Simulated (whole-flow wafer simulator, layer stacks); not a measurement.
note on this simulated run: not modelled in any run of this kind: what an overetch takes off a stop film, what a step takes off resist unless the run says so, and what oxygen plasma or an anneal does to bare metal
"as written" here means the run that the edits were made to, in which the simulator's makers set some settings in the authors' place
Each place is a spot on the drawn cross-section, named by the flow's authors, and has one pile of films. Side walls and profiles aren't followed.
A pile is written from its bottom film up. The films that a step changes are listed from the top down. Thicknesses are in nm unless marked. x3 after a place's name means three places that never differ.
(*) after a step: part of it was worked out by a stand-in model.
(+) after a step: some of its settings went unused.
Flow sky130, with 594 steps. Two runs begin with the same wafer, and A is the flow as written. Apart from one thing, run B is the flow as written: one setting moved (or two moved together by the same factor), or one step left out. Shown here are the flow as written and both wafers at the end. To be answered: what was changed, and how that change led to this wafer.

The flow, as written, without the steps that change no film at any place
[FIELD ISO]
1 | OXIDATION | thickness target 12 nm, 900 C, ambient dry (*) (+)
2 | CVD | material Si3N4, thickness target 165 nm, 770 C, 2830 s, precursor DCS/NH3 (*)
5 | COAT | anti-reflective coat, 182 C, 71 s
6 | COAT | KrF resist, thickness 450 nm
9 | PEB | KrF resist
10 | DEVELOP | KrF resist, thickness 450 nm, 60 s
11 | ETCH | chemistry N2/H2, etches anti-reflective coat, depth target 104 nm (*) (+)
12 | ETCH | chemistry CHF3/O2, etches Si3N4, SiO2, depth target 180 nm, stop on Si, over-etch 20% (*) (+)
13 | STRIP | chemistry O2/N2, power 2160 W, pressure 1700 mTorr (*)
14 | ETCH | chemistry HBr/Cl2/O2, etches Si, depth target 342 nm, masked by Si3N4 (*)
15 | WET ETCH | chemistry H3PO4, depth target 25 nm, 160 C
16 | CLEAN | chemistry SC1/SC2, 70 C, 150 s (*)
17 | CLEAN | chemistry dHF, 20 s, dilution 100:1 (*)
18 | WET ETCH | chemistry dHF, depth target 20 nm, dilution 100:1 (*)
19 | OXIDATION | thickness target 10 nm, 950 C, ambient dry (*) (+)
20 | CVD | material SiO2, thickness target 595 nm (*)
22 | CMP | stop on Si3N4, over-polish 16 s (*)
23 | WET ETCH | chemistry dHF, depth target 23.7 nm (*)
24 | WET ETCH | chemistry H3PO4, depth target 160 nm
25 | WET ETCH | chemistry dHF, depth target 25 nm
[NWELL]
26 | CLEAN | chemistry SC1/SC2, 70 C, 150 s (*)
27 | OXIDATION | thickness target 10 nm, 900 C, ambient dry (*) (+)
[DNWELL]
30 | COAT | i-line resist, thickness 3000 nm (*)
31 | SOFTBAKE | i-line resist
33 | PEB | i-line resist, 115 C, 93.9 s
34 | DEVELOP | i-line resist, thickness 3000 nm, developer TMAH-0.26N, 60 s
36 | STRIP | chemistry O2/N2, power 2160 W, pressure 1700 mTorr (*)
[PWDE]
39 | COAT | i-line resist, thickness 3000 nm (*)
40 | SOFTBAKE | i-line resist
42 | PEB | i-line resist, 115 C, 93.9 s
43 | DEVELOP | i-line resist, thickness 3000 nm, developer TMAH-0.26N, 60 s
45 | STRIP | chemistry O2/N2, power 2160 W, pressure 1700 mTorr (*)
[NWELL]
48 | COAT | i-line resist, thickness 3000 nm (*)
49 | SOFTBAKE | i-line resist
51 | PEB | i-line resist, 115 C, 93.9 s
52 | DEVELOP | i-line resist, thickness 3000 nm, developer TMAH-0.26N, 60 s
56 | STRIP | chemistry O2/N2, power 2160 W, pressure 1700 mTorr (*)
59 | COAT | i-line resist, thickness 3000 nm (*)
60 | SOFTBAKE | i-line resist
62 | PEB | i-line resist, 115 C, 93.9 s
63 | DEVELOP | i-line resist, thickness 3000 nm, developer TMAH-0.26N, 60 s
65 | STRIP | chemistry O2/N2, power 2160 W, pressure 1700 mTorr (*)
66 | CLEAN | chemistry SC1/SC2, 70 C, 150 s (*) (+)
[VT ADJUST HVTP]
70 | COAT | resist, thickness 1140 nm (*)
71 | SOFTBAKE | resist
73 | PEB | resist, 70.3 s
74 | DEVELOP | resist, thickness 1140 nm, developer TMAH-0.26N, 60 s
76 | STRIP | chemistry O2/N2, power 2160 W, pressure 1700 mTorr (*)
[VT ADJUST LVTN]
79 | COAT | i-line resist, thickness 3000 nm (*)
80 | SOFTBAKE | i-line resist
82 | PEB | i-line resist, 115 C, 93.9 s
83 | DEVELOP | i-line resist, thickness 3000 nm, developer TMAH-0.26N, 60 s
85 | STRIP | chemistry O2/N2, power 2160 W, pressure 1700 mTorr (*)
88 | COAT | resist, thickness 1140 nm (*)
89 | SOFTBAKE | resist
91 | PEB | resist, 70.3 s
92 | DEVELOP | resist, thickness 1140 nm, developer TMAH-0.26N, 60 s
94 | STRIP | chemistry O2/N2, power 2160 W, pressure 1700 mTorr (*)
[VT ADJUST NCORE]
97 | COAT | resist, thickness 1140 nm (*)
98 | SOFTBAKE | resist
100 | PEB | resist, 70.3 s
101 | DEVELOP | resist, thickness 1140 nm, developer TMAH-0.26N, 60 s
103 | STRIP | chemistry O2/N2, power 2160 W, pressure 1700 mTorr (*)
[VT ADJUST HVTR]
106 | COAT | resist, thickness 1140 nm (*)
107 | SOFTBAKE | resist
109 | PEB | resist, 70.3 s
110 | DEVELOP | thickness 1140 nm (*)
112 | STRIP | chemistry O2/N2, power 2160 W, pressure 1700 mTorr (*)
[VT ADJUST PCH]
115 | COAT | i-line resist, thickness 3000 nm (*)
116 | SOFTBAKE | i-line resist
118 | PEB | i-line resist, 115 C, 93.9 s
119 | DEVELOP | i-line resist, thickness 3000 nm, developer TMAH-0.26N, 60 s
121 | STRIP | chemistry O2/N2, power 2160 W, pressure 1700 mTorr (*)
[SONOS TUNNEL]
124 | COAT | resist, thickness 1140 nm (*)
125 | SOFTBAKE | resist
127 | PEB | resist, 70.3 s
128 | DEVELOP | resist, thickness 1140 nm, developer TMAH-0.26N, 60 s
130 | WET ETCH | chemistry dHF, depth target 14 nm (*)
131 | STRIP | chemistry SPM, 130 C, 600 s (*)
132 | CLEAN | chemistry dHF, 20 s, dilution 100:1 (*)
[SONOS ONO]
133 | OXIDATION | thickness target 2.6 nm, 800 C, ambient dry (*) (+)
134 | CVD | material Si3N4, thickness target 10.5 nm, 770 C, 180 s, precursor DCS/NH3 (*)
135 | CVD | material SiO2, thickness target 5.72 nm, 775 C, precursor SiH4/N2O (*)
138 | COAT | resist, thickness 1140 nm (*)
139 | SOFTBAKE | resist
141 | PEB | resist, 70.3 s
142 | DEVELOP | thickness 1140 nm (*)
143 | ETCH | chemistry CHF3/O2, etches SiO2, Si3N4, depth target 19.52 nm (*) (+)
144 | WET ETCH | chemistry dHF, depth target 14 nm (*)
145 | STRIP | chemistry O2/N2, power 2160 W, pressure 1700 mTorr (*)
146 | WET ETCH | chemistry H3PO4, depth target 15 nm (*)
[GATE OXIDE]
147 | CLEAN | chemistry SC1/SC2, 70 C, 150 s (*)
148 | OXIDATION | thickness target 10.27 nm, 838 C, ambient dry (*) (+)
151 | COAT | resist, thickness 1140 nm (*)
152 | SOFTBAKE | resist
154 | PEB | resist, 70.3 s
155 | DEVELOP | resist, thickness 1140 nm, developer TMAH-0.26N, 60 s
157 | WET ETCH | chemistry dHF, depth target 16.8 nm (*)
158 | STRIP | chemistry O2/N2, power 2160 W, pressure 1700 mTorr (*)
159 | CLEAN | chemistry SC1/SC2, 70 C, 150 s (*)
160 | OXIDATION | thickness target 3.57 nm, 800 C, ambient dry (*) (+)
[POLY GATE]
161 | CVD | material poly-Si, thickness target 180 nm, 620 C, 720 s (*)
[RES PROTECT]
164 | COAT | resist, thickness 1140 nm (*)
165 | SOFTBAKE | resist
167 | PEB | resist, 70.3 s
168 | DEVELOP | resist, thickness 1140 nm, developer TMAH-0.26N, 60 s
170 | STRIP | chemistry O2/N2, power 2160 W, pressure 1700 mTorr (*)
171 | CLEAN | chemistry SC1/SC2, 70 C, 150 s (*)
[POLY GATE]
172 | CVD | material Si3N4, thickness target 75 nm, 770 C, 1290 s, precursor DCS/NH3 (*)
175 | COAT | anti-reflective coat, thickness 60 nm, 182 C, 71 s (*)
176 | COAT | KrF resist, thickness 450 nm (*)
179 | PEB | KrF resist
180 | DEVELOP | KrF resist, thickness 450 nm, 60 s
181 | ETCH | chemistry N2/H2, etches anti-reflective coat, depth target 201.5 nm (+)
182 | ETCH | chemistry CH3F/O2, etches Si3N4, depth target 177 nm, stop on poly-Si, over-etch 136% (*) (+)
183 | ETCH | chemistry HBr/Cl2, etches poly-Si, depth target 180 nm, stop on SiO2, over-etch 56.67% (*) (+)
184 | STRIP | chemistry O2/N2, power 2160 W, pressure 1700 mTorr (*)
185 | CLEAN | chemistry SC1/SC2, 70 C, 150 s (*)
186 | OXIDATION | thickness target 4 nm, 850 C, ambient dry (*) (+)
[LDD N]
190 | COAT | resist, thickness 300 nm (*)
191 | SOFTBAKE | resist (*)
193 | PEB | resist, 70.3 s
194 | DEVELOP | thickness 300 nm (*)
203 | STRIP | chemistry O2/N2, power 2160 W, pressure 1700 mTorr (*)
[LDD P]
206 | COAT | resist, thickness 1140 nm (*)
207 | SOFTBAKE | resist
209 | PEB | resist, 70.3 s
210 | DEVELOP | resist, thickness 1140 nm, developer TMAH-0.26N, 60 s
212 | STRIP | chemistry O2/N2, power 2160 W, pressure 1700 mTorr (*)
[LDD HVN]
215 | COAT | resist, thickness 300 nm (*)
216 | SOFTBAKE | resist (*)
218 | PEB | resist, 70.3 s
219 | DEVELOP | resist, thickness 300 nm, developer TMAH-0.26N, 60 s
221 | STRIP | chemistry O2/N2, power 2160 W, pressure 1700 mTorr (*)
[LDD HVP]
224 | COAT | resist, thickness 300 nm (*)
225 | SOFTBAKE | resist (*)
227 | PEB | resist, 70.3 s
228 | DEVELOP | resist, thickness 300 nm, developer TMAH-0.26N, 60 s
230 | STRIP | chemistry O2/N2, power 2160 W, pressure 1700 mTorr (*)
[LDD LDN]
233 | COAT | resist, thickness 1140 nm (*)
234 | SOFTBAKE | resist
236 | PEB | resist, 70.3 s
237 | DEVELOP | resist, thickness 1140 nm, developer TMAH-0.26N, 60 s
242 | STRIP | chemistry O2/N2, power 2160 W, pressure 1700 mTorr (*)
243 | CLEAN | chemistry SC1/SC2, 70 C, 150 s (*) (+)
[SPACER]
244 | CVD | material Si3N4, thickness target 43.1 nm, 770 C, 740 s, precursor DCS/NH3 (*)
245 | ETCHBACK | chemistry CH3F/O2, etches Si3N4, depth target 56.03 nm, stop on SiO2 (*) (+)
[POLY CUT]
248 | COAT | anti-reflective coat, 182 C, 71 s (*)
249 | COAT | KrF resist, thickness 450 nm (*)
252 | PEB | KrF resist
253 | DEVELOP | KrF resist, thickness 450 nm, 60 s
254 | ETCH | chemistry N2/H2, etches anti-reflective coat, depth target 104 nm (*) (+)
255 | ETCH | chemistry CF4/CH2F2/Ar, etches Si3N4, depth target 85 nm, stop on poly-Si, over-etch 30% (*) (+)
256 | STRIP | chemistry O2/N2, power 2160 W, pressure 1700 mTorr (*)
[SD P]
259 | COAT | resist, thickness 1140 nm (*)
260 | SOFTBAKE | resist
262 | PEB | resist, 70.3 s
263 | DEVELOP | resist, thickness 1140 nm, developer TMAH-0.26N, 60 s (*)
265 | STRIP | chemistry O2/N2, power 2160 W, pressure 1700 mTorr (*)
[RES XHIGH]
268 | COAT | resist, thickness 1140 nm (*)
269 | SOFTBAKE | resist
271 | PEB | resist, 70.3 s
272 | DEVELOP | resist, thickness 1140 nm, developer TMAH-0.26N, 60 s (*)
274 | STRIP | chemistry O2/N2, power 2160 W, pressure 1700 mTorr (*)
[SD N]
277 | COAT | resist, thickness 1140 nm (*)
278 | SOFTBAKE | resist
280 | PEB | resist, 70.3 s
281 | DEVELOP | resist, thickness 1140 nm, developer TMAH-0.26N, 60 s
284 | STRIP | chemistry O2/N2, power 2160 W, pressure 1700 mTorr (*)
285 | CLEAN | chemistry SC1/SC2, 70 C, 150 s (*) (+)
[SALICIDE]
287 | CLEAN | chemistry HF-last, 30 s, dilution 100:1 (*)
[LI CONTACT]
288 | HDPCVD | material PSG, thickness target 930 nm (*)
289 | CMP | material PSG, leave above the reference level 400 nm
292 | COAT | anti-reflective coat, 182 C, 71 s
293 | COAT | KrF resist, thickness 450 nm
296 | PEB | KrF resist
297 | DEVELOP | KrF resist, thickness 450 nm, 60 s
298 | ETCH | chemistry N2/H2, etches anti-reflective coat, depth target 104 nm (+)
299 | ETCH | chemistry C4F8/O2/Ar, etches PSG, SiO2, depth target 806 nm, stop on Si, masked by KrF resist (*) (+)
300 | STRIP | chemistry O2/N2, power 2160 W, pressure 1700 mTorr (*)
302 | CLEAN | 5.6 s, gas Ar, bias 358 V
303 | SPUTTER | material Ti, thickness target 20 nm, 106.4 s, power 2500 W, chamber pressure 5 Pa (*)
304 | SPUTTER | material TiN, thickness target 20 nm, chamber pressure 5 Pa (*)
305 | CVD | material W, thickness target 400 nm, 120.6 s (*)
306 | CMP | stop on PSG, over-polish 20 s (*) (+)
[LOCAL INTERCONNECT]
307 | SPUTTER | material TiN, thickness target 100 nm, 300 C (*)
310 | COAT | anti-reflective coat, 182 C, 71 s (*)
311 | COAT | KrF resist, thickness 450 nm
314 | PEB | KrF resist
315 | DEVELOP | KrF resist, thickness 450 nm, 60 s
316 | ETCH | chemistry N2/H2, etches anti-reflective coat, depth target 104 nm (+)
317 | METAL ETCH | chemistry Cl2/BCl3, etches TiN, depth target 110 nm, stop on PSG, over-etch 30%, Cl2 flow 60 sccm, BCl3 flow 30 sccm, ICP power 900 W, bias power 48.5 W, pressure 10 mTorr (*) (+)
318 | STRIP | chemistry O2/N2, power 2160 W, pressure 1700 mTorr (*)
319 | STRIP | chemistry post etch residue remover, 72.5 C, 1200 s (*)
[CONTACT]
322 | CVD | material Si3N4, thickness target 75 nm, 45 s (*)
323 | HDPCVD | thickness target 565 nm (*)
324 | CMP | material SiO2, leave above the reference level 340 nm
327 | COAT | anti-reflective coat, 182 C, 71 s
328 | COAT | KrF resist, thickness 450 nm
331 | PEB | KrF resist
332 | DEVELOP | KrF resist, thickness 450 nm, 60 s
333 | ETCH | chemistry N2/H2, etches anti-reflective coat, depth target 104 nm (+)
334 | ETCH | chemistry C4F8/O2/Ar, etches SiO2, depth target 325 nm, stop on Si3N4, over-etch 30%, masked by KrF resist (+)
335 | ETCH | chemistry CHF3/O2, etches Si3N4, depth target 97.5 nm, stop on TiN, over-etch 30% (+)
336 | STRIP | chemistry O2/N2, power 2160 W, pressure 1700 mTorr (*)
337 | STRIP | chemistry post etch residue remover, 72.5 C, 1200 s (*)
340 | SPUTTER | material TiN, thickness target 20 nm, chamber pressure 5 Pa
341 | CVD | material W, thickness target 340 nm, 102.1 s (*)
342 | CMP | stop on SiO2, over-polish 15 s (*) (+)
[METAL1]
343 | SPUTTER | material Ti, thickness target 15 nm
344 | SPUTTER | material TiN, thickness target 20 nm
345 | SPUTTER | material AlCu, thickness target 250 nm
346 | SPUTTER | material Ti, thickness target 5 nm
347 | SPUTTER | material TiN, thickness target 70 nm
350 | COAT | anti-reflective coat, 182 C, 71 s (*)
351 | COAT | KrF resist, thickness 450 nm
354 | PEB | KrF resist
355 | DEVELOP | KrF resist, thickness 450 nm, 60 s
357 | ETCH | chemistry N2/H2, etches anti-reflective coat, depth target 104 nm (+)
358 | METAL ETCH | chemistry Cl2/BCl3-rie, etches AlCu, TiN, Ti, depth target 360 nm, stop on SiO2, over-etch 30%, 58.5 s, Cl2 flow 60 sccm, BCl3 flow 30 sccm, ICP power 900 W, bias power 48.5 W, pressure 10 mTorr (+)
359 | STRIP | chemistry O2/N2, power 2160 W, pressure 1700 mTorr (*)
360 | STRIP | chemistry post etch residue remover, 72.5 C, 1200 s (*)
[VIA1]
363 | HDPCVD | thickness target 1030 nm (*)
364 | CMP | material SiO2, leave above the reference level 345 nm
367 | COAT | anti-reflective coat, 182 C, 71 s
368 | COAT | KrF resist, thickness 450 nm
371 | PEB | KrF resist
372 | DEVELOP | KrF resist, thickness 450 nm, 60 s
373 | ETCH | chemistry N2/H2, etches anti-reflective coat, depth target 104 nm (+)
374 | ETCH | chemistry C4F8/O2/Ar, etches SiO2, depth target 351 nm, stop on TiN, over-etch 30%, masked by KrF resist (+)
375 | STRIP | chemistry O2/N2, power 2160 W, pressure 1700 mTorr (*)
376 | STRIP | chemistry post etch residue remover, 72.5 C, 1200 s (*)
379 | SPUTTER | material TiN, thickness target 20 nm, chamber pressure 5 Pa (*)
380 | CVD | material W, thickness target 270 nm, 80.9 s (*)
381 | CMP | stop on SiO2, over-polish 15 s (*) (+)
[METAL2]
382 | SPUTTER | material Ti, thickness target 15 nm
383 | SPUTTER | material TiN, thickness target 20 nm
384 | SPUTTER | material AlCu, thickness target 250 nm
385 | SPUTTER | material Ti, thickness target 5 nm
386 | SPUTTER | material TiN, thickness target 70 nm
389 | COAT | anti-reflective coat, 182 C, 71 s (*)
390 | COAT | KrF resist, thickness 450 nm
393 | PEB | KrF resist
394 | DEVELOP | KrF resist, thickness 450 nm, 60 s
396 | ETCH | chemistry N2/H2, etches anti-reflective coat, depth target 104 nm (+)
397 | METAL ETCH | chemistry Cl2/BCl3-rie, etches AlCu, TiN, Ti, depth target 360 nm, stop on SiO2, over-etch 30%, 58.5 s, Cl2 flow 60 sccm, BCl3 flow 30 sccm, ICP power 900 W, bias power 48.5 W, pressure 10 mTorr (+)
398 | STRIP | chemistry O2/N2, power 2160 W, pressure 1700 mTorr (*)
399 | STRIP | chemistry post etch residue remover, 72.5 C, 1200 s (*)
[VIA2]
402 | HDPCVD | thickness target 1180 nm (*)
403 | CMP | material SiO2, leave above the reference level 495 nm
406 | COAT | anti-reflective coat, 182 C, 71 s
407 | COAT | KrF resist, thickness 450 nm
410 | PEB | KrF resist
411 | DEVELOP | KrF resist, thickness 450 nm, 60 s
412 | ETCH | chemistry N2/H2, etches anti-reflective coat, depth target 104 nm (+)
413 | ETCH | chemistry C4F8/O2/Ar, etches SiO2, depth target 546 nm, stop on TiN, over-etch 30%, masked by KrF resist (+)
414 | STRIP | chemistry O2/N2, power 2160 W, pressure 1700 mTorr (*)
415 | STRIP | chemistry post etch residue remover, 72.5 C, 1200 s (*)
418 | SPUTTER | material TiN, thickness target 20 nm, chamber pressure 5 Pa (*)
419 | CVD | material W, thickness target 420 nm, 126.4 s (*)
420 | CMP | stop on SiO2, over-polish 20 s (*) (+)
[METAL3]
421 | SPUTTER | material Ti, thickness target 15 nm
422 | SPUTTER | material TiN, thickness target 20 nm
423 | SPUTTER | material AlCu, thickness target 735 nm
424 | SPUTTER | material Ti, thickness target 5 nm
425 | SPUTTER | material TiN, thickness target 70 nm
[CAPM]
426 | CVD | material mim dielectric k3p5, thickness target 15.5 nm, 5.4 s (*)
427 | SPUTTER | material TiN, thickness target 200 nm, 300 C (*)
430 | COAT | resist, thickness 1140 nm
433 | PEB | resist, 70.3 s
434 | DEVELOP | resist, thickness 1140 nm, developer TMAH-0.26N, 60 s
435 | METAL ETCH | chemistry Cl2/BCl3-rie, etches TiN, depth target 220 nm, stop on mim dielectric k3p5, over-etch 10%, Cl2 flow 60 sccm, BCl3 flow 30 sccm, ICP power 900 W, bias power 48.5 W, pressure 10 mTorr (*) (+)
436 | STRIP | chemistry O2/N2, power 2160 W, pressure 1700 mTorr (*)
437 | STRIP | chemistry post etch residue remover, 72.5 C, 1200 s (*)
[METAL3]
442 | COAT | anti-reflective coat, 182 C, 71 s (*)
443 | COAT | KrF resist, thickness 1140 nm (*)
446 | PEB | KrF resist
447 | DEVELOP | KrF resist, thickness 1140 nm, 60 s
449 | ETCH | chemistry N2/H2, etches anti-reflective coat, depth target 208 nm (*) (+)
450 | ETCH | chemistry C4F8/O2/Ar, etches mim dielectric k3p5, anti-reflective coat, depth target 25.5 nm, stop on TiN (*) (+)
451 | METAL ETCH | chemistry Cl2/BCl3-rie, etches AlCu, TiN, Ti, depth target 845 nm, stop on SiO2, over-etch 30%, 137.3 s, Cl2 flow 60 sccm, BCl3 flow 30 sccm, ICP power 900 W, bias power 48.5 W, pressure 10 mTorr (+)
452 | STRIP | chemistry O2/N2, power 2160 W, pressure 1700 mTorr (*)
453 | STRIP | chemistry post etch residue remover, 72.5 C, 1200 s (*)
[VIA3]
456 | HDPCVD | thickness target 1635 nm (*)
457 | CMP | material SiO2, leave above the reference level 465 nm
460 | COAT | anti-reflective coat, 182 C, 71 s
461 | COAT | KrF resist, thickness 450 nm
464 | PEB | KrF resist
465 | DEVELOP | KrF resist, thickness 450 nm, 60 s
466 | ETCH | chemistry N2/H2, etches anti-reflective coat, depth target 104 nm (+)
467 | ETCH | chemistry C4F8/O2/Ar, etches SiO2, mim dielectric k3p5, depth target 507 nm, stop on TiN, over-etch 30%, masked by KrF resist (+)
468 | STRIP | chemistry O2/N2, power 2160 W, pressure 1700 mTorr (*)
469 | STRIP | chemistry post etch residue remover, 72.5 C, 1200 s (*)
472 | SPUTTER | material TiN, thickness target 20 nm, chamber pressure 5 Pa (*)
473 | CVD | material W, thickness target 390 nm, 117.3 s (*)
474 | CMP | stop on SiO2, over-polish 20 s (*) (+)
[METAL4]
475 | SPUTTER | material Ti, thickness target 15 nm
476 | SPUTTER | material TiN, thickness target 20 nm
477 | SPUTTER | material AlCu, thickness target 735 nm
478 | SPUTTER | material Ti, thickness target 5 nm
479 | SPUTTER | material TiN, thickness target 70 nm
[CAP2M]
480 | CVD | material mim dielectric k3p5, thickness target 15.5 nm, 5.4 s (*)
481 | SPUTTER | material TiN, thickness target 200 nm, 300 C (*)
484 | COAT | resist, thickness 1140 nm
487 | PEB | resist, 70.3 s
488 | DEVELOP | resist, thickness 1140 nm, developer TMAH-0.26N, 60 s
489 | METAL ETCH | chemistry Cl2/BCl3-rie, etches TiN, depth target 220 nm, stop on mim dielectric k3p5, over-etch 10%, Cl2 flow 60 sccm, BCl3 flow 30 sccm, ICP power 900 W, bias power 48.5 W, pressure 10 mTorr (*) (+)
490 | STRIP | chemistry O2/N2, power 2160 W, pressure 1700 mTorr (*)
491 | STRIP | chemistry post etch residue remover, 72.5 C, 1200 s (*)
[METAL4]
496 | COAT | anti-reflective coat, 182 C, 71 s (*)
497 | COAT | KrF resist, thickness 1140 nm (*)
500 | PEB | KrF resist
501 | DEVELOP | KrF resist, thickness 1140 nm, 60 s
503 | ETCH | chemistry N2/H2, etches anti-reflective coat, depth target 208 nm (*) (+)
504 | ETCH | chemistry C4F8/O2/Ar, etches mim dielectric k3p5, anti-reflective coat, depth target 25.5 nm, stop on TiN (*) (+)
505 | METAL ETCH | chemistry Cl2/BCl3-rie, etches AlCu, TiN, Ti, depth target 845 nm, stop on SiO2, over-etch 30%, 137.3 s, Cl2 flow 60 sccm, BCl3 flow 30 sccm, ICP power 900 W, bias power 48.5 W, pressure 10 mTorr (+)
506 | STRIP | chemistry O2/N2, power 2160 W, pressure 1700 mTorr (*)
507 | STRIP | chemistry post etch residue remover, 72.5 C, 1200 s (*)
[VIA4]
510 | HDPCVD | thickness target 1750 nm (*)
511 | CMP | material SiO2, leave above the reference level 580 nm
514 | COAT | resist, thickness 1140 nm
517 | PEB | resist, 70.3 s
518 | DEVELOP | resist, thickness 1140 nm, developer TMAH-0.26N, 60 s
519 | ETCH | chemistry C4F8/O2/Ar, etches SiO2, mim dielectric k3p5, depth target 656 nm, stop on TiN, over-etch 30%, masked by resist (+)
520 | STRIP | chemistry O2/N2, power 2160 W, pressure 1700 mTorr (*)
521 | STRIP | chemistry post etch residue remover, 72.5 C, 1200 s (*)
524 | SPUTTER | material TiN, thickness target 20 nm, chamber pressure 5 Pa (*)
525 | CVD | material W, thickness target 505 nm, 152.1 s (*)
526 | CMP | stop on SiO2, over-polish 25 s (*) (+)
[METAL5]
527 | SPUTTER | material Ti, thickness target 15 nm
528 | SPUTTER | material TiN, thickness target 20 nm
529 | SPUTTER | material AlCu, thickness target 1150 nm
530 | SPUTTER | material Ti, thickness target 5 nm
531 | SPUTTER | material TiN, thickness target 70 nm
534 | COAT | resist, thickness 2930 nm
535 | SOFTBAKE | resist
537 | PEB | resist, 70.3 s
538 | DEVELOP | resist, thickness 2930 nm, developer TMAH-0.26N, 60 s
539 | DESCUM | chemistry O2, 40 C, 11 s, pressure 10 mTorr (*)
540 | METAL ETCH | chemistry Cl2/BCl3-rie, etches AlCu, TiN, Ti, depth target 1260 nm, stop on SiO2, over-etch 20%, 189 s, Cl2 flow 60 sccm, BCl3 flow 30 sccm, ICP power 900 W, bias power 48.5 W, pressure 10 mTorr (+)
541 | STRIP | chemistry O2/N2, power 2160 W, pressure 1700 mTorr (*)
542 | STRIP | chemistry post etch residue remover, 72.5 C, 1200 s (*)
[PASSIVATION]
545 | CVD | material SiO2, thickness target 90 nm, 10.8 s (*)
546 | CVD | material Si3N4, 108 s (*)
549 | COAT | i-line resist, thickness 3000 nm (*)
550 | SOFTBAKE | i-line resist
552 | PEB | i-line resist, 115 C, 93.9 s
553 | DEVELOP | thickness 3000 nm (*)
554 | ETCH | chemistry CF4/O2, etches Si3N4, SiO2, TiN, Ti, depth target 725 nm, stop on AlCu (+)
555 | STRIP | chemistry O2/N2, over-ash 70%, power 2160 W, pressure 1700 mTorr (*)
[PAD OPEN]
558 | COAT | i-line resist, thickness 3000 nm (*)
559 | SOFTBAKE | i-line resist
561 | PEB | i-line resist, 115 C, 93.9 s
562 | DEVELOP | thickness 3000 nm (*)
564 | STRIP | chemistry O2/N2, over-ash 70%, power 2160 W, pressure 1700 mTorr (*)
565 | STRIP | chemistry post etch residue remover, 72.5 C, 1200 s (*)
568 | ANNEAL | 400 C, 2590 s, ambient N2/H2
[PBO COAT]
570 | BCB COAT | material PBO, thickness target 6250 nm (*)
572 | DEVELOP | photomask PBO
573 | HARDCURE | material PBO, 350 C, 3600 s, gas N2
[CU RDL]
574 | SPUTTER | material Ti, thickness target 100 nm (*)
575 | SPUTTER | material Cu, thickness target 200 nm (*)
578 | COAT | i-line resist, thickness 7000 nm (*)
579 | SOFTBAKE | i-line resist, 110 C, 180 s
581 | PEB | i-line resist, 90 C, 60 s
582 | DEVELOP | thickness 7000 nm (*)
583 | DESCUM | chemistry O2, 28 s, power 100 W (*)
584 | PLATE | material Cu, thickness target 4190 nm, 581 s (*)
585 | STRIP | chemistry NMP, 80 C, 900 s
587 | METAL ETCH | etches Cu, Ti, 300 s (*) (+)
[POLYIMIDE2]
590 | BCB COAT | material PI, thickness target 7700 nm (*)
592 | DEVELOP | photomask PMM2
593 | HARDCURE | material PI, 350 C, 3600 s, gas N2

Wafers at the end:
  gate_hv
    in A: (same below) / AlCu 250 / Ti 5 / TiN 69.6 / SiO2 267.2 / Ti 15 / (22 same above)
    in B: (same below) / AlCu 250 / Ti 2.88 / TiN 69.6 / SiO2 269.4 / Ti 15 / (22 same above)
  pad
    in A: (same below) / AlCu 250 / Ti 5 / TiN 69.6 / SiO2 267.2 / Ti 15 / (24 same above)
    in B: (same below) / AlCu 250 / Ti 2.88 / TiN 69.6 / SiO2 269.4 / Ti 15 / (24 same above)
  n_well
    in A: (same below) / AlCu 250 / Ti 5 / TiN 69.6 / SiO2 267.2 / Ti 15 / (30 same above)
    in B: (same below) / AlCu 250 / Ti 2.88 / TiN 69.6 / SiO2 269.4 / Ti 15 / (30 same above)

What caused this: step 346, SPUTTER: thickness target 2.88 nm was run, whereas the flow has thickness target 5 nm.
The wafer itself shows it: gate_hv has Ti 2.88, and step 346 as written asks for 5 nm.

Step by step, how the change led to this:
  346 | SPUTTER | material Ti, thickness target 5 nm
      field, active, n_well and 188 more: A +5 Ti (new film) | B +2.88 Ti (new film)
  358 | METAL ETCH | chemistry Cl2/BCl3-rie, etches AlCu, TiN, Ti, depth target 360 nm, stop on SiO2, over-etch 30%, 58.5 s, Cl2 flow 60 sccm, BCl3 flow 30 sccm, ICP power 900 W, bias power 48.5 W, pressure 10 mTorr (+)
      field, active, gate and 81 more: A -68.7 TiN (all of it), -5 Ti (all of it), -250 AlCu (all of it), -20 TiN (all of it), -15 Ti (all of it), -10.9 SiO2 | B -68.7 TiN (all of it), -2.88 Ti (all of it), -250 AlCu (all of it), -20 TiN (all of it), -15 Ti (all of it), -11.1 SiO2
